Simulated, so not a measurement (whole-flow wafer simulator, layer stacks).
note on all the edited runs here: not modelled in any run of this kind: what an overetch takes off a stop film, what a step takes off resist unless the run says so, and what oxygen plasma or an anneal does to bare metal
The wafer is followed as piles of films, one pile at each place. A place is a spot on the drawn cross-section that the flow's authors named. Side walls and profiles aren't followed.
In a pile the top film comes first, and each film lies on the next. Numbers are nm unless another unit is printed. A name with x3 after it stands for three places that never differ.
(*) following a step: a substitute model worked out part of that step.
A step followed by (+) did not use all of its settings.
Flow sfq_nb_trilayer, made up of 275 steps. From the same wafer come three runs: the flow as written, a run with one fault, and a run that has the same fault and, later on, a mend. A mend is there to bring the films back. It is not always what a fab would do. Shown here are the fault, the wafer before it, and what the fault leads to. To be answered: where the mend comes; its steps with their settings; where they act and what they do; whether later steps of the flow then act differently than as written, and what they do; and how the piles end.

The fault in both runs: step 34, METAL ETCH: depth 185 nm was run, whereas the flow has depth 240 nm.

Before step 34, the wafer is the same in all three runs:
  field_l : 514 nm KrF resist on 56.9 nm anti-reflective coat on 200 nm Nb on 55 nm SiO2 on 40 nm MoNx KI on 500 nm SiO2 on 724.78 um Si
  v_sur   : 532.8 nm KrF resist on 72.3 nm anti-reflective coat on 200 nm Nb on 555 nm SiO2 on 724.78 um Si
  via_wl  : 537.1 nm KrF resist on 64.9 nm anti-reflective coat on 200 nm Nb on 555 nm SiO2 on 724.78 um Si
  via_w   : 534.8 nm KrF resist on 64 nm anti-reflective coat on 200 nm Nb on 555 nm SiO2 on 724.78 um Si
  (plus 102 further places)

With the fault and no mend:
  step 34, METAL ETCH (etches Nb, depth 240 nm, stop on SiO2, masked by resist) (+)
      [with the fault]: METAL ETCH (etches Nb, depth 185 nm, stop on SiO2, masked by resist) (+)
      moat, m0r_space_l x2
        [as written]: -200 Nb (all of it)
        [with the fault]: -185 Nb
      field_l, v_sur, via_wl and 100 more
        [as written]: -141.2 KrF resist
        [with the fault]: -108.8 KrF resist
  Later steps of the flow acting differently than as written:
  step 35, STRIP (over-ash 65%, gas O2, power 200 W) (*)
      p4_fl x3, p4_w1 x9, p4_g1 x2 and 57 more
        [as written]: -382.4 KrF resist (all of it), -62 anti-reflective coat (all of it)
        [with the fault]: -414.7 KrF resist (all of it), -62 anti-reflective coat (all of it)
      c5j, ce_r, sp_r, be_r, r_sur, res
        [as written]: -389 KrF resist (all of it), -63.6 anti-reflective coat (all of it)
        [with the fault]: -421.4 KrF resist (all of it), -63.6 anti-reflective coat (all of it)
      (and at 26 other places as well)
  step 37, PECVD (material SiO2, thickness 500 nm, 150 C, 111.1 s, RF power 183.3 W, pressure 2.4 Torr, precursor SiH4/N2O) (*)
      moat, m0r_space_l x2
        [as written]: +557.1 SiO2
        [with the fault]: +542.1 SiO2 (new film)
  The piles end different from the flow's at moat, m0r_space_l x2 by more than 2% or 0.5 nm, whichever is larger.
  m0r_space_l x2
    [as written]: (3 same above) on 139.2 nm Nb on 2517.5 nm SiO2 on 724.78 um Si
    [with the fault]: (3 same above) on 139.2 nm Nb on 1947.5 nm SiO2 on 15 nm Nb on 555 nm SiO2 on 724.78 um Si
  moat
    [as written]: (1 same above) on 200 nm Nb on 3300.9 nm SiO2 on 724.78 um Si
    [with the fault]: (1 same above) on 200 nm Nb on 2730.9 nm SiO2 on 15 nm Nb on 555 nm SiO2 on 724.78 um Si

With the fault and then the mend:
  After step 34 comes the mend.
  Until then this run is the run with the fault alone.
  step 34a, METAL ETCH (etches Nb, depth 55 nm, stop on SiO2, masked by resist) (+) (the flow's step 34, run once more with other settings)
      field_l, v_sur, via_wl and 100 more
        -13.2 KrF resist
      moat, m0r_space_l x2
        -15 Nb (all of it)
  Later steps of the flow acting differently than as written:
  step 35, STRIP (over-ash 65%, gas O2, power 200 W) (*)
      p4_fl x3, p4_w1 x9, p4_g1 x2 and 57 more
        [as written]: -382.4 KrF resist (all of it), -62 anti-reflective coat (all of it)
        [with the mend]: -401.5 KrF resist (all of it), -62 anti-reflective coat (all of it)
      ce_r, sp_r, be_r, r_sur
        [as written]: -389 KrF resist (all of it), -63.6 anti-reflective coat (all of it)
        [with the mend]: -408.1 KrF resist (all of it), -63.6 anti-reflective coat (all of it)
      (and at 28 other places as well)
  At every place that both follow, the piles at the end match the flow's.
